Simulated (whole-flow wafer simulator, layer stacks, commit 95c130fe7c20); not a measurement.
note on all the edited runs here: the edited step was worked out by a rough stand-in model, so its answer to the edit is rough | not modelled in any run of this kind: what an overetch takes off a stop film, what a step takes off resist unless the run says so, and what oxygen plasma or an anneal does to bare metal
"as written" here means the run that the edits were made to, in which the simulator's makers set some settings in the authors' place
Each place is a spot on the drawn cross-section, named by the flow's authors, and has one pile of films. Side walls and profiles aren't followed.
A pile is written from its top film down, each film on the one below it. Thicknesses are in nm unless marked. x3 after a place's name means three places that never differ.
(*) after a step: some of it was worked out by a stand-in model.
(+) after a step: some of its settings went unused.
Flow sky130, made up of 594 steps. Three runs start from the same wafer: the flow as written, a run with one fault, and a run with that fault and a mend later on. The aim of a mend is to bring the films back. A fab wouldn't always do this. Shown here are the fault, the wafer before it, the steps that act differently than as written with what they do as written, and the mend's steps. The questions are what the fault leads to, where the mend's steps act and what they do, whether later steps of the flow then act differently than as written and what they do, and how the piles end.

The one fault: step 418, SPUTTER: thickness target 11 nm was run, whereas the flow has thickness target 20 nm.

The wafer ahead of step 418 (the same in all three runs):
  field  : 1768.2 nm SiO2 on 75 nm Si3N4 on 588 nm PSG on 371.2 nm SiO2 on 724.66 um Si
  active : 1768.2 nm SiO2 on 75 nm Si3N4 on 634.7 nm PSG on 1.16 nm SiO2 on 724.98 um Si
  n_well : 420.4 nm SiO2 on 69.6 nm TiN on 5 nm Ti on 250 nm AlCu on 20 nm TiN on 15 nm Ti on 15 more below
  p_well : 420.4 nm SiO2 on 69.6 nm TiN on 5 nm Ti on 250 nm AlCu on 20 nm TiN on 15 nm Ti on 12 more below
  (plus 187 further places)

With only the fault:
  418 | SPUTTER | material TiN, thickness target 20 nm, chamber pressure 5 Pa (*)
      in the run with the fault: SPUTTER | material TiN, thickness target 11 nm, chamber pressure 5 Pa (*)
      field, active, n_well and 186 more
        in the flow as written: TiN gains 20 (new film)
        in the run with the fault: TiN gains 11 (new film)
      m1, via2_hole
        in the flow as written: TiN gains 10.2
        in the run with the fault: TiN gains 5.61
  Steps further on in the flow that do not act as written (1 more step, not shown, differs only slightly: by at most 2% or 0.5 nm, whichever is larger):
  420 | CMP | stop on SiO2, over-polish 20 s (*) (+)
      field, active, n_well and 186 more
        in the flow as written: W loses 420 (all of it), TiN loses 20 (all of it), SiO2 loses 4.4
        in the run with the fault: W loses 420 (all of it), TiN loses 11 (all of it), SiO2 loses 4.4
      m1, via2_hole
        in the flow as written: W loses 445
        in the run with the fault: W loses 436
  The piles end different from the flow's at m1, via2_hole by more than 2% or 0.5 nm, whichever is larger.
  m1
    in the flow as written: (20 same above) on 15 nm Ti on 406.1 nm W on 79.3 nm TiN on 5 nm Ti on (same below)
    in the run with the fault: (20 same above) on 15 nm Ti on 410.7 nm W on 74.8 nm TiN on 5 nm Ti on (same below)
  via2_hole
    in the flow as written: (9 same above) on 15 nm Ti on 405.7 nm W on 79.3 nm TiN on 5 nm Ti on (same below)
    in the run with the fault: (9 same above) on 15 nm Ti on 410.2 nm W on 74.8 nm TiN on 5 nm Ti on (same below)

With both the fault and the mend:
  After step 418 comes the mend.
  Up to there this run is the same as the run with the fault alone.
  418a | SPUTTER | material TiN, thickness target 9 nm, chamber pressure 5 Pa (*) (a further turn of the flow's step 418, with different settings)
      field, active, n_well and 186 more
        TiN gains 9
      m1
        TiN gains 4.56
      via2_hole
        TiN gains 4.53
  Every later step of the flow that is run acts as written at every place that is followed.
  At every place that both follow, the piles at the end match the flow's.
